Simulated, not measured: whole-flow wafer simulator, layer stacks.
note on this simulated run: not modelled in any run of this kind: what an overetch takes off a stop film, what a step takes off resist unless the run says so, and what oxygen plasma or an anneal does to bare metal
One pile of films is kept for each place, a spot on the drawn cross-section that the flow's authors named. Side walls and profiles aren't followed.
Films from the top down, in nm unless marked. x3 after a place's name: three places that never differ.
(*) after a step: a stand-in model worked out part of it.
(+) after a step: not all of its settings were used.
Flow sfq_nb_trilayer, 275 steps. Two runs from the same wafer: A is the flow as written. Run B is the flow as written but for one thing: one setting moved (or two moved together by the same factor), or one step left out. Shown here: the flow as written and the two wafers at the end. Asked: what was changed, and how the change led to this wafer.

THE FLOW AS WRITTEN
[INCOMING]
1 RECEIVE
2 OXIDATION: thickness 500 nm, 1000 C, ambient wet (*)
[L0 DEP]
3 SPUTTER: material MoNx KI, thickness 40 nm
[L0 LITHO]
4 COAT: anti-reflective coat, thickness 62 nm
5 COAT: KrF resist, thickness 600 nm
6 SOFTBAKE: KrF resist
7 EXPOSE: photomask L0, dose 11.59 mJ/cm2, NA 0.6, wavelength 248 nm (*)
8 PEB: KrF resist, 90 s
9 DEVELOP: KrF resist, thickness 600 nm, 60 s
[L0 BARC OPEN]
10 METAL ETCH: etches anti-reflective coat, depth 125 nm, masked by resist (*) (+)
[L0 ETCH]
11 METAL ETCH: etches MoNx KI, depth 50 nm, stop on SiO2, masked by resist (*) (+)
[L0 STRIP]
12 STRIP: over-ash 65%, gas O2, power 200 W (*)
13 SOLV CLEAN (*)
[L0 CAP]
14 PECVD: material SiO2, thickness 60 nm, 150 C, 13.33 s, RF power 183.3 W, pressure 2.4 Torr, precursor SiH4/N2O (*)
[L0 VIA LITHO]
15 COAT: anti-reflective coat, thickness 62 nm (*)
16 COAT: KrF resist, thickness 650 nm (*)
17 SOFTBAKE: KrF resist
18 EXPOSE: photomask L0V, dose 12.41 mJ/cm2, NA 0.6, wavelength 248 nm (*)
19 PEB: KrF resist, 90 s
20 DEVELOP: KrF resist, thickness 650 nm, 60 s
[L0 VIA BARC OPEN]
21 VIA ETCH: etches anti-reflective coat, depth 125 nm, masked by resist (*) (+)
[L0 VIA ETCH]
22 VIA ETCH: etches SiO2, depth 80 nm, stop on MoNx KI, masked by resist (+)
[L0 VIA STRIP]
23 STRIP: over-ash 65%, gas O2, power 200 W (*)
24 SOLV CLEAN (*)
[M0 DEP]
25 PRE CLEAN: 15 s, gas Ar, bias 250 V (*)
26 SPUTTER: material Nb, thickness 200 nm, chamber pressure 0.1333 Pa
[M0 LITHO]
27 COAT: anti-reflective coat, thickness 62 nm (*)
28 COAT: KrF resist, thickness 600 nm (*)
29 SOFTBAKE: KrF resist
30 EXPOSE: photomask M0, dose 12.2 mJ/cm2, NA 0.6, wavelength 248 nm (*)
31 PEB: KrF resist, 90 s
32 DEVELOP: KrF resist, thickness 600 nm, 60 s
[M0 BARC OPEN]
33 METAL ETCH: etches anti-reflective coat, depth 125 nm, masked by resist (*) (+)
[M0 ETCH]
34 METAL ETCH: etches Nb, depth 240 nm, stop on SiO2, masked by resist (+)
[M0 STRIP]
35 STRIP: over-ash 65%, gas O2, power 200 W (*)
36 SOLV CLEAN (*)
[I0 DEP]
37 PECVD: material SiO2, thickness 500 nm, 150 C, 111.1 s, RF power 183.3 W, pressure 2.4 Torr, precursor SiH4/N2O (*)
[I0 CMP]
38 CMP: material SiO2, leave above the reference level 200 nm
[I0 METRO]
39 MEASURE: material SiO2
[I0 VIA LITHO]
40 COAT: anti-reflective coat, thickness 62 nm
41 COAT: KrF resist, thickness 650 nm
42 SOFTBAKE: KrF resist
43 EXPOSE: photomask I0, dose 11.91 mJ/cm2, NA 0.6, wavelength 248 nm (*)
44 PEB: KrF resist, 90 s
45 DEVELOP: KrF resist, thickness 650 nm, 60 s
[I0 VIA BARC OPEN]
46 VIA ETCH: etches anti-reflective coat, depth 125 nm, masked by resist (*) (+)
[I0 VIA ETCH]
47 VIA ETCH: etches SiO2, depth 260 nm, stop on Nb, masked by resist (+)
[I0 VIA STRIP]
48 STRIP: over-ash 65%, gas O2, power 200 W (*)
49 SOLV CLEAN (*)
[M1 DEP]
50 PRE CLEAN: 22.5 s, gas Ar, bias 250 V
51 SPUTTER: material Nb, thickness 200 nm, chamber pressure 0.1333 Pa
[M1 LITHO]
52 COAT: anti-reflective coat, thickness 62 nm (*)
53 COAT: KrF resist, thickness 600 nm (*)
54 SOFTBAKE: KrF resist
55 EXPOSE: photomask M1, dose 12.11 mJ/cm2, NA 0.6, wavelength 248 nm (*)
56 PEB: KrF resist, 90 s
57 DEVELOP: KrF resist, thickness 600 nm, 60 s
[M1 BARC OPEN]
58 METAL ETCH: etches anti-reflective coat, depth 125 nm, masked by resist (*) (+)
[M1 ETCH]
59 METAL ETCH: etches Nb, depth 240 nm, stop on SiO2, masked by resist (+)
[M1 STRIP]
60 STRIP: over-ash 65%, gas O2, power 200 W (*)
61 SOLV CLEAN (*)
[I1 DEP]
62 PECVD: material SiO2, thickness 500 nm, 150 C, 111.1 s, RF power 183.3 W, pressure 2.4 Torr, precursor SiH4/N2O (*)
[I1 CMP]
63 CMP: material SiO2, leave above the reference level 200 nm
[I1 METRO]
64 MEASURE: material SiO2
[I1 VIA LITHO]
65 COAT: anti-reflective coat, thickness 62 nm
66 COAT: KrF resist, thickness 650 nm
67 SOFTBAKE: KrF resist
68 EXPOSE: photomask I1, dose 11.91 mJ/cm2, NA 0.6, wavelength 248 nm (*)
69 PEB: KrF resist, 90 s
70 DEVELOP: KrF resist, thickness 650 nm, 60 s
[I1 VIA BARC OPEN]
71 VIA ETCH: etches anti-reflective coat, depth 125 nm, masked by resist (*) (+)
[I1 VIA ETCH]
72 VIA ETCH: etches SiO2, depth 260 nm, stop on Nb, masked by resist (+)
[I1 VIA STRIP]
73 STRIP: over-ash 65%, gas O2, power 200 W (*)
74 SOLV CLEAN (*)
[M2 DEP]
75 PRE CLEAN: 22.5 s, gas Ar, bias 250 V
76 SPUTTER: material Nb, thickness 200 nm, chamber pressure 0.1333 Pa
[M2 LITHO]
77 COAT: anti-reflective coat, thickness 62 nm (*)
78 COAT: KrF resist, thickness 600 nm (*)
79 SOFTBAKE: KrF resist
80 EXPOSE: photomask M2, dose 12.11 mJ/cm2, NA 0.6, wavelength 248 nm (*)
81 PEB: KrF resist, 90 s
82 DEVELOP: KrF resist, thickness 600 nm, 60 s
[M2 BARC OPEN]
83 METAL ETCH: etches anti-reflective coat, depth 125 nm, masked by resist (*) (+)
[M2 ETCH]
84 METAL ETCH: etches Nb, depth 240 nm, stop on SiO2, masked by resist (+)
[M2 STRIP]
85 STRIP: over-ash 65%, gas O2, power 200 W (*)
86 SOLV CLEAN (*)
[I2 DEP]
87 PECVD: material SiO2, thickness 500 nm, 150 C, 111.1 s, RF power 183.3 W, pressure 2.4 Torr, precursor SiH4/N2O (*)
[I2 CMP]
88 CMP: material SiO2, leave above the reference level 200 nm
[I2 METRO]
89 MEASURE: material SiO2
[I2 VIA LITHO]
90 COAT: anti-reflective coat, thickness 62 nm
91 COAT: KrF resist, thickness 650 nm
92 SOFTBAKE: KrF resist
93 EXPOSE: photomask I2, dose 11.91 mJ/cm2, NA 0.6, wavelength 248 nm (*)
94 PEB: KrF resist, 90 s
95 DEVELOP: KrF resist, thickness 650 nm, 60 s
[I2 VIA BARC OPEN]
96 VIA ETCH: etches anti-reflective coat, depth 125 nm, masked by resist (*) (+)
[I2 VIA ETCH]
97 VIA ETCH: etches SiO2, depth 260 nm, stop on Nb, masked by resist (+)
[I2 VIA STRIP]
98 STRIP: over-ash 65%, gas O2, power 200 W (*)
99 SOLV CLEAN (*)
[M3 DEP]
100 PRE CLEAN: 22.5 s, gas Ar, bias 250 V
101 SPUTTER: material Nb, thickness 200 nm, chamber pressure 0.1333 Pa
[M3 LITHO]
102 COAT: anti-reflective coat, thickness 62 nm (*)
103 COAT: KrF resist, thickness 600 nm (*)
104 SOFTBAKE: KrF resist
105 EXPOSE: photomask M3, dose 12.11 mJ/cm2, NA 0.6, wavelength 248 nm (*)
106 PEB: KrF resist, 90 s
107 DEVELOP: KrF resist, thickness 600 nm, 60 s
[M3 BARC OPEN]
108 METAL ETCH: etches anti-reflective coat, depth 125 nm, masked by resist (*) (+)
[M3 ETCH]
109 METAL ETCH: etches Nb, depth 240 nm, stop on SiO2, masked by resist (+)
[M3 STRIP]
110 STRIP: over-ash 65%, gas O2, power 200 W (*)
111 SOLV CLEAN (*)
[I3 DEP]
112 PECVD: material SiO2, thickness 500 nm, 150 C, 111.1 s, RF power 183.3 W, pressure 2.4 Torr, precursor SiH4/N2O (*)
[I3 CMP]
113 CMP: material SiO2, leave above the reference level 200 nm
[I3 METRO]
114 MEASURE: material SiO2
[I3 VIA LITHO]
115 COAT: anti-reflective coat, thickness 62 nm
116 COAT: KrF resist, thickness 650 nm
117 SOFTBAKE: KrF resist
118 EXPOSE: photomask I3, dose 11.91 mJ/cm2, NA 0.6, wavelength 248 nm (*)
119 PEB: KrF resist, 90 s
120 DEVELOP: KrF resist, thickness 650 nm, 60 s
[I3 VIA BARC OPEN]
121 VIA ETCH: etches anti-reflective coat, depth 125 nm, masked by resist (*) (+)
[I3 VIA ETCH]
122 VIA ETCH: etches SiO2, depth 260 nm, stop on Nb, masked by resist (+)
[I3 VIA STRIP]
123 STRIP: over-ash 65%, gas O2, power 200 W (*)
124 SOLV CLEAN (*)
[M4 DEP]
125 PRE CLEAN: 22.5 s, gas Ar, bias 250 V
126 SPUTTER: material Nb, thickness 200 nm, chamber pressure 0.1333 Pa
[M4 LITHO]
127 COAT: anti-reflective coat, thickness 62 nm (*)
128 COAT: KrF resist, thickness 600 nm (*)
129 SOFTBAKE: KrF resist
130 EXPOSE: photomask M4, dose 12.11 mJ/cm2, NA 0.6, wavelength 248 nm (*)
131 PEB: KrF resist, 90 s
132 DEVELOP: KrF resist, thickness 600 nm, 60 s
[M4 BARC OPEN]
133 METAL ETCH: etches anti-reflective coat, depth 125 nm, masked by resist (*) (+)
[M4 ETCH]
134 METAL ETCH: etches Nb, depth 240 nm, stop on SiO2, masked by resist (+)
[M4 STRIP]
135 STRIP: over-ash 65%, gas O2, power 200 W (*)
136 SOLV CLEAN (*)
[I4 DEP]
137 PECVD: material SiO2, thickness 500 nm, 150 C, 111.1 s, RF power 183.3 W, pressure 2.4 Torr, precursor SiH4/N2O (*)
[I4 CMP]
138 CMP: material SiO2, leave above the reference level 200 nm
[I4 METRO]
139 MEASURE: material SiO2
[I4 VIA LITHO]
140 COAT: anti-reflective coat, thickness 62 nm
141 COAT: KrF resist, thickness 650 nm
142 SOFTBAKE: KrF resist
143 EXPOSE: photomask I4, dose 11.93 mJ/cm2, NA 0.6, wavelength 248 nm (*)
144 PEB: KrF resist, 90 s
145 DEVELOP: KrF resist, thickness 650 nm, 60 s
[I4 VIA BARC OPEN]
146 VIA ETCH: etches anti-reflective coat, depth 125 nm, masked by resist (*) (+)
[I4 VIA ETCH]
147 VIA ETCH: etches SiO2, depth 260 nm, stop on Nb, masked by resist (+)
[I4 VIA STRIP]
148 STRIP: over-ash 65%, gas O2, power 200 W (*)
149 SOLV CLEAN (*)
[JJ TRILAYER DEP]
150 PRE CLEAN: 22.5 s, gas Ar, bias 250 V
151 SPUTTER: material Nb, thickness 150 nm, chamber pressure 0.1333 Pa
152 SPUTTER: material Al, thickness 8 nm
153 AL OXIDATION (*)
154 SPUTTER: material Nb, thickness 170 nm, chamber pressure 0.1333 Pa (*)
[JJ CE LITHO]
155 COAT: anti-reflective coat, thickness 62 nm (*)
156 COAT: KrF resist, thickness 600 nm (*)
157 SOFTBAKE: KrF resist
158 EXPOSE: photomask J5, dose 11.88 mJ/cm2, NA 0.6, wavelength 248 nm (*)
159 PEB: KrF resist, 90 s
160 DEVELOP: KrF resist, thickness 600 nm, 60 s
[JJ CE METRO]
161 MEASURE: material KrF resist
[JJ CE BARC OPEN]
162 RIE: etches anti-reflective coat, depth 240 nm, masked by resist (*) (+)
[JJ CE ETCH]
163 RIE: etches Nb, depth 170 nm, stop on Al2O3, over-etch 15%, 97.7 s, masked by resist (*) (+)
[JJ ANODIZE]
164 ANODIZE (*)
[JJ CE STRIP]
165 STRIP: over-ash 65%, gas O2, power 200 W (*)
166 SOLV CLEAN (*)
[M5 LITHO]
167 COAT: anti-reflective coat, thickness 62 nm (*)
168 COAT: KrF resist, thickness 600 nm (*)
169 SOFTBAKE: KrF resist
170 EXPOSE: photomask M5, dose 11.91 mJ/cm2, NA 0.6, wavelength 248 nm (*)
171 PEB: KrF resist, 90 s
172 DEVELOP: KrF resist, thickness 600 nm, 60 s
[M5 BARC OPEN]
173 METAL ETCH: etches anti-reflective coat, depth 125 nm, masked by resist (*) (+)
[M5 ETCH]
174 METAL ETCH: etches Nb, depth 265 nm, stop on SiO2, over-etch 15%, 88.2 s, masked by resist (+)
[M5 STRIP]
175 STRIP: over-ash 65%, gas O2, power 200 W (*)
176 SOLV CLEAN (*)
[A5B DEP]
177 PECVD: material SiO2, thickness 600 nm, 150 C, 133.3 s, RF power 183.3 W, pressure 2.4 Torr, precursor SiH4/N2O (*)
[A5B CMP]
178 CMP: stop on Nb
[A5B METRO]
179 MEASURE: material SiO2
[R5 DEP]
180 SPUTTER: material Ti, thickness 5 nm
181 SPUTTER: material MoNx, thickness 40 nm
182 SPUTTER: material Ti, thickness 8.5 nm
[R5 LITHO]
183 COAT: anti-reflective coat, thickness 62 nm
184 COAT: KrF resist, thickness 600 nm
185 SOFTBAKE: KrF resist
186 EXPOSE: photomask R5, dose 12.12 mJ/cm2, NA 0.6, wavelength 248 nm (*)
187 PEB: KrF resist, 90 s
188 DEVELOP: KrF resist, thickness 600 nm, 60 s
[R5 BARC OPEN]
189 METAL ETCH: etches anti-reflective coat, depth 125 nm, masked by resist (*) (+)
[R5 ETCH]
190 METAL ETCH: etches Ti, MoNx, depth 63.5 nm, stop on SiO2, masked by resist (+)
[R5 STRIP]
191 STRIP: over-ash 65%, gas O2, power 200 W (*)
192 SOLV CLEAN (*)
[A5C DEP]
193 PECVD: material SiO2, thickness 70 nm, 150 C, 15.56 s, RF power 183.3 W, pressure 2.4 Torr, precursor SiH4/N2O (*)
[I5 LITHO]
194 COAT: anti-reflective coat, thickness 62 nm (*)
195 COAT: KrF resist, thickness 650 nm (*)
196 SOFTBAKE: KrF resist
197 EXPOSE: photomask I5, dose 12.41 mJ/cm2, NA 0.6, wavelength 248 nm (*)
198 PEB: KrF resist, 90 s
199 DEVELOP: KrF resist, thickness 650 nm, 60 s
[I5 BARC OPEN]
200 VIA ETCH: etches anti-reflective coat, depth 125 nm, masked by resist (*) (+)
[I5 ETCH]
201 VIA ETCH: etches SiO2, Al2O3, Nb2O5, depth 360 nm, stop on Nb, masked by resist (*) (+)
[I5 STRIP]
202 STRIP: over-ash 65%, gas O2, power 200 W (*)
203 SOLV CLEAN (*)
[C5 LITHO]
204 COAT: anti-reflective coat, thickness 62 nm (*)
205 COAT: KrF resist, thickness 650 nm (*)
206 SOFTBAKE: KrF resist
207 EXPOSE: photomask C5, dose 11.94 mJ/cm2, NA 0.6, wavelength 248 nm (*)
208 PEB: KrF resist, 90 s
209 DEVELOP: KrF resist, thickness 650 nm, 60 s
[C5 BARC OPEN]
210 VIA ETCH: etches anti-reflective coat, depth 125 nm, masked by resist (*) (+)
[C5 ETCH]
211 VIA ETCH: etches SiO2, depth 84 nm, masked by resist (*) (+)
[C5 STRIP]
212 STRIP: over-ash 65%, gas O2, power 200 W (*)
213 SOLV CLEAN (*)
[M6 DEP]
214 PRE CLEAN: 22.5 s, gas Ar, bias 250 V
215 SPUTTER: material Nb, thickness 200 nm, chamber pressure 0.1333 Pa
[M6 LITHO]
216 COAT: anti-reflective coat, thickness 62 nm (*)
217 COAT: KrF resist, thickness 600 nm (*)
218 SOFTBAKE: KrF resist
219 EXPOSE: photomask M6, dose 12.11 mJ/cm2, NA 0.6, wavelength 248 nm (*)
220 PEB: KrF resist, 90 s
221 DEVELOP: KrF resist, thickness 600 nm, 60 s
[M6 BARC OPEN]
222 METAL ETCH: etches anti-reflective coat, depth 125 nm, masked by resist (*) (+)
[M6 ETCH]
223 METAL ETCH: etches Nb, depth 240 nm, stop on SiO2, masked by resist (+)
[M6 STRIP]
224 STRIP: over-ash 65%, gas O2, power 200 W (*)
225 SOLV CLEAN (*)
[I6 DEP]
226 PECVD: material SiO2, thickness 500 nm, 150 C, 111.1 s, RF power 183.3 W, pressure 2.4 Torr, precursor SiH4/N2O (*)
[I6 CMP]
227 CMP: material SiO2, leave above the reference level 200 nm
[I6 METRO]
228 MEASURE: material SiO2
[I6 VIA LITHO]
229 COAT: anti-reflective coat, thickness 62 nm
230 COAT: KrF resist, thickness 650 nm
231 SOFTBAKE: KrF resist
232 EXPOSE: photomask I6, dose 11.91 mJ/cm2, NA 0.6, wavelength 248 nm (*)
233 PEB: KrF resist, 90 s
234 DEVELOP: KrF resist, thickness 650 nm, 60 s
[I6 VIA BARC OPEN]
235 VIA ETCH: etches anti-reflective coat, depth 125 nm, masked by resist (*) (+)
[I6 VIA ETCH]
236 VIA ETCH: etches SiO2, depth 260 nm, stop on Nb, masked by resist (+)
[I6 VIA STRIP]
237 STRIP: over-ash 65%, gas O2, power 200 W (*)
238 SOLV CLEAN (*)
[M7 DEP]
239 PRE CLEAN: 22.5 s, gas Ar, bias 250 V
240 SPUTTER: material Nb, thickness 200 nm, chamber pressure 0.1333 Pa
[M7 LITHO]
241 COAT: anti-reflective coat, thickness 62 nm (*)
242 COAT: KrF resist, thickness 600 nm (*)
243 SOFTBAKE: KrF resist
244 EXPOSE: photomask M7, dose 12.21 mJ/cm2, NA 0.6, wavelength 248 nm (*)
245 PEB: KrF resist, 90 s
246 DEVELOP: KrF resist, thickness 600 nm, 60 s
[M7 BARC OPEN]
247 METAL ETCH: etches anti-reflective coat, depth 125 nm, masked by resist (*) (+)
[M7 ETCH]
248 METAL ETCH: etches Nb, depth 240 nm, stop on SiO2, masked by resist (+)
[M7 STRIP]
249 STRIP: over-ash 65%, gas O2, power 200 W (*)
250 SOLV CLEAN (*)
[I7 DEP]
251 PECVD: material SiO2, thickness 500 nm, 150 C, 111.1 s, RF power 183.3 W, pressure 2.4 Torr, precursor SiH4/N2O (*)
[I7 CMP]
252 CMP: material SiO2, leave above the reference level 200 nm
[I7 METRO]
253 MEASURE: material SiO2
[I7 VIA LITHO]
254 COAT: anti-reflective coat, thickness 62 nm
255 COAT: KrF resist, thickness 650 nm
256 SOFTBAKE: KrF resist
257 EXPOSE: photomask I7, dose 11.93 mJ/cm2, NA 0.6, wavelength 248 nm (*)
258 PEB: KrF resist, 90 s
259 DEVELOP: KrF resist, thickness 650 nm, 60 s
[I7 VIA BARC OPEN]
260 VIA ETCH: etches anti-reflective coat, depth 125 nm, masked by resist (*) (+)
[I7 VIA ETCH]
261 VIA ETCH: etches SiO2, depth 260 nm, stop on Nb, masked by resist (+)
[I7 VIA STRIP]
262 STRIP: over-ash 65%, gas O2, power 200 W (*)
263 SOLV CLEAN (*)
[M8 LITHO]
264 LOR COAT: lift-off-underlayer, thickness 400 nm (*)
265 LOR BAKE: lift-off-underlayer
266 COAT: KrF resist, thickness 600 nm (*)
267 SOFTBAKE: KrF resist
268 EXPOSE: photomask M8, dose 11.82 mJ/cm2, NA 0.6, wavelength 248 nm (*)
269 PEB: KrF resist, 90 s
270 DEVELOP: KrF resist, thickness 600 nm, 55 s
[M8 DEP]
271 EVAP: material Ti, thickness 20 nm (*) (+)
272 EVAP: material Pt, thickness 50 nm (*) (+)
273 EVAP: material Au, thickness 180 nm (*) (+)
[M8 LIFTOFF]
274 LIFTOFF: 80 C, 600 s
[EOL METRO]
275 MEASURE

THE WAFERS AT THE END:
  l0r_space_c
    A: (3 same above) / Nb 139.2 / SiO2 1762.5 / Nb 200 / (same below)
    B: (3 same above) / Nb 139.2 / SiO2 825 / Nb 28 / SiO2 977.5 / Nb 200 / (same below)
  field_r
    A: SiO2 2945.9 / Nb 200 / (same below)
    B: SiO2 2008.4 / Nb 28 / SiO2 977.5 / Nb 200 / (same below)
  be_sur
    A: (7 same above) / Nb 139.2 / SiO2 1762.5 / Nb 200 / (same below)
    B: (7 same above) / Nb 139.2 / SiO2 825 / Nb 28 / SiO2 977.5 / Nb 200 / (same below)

The cause: step 101, SPUTTER: thickness 268 nm was run, where the flow has thickness 200 nm.

How the change led to this, step by step:
  101 SPUTTER: material Nb, thickness 200 nm, chamber pressure 0.1333 Pa
      field_l, v_sur, via_wl and 102 more: A Nb +200 (new film) | B Nb +268 (new film)
      via_w: A Nb +165.5 | B Nb +222.7
  102 COAT: anti-reflective coat, thickness 62 nm (*)
      via_wl, via_wr: A anti-reflective coat +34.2 (new film) | B anti-reflective coat +33 (new film)
  109 METAL ETCH: etches Nb, depth 240 nm, stop on SiO2, masked by resist (+)
      field_l, be, be_sur and 72 more: A Nb -200 (all of it) | B Nb -240
  110 STRIP: over-ash 65%, gas O2, power 200 W (*)
      via_wl, via_wr: A KrF resist -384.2 (all of it), anti-reflective coat -34.2 (all of it) | B KrF resist -383.9 (all of it), anti-reflective coat -33 (all of it)
  112 PECVD: material SiO2, thickness 500 nm, 150 C, 111.1 s, RF power 183.3 W, pressure 2.4 Torr, precursor SiH4/N2O (*)
      field_l, be, be_sur and 64 more: A SiO2 +500 | B SiO2 +500 (new film)
      p4_g1, p4_g2, p3_s0, p3_s1, p3_s2, p3_s3, p3_s4, p3_s5: A SiO2 +557.1 | B SiO2 +597.1 (new film)
      (and at 1 more place)
  113 CMP: material SiO2, leave above the reference level 200 nm
      field_l, be, be_sur and 64 more: A SiO2 -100 | B SiO2 -60
      via_w: A SiO2 -181.6 | B SiO2 -157.1
Counting metal films that touch as one body, l0r_space_c has 3 bodies (between them, from the top down: SiO2 825; SiO2 977.5); the flow as written gives 2 bodies (between them, from the top down: SiO2 1762.5).
Counting metal films that touch as one body, field_r has 2 bodies (between them, from the top down: SiO2 977.5); the flow as written gives 1 body.
Counting metal films that touch as one body, be_sur has 5 bodies (between them, from the top down: SiO2 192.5; SiO2 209 / Al2O3 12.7 / Nb2O5 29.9; SiO2 825; SiO2 977.5); the flow as written gives 4 bodies (between them, from the top down: SiO2 192.5; SiO2 209 / Al2O3 12.7 / Nb2O5 29.9; SiO2 1762.5).
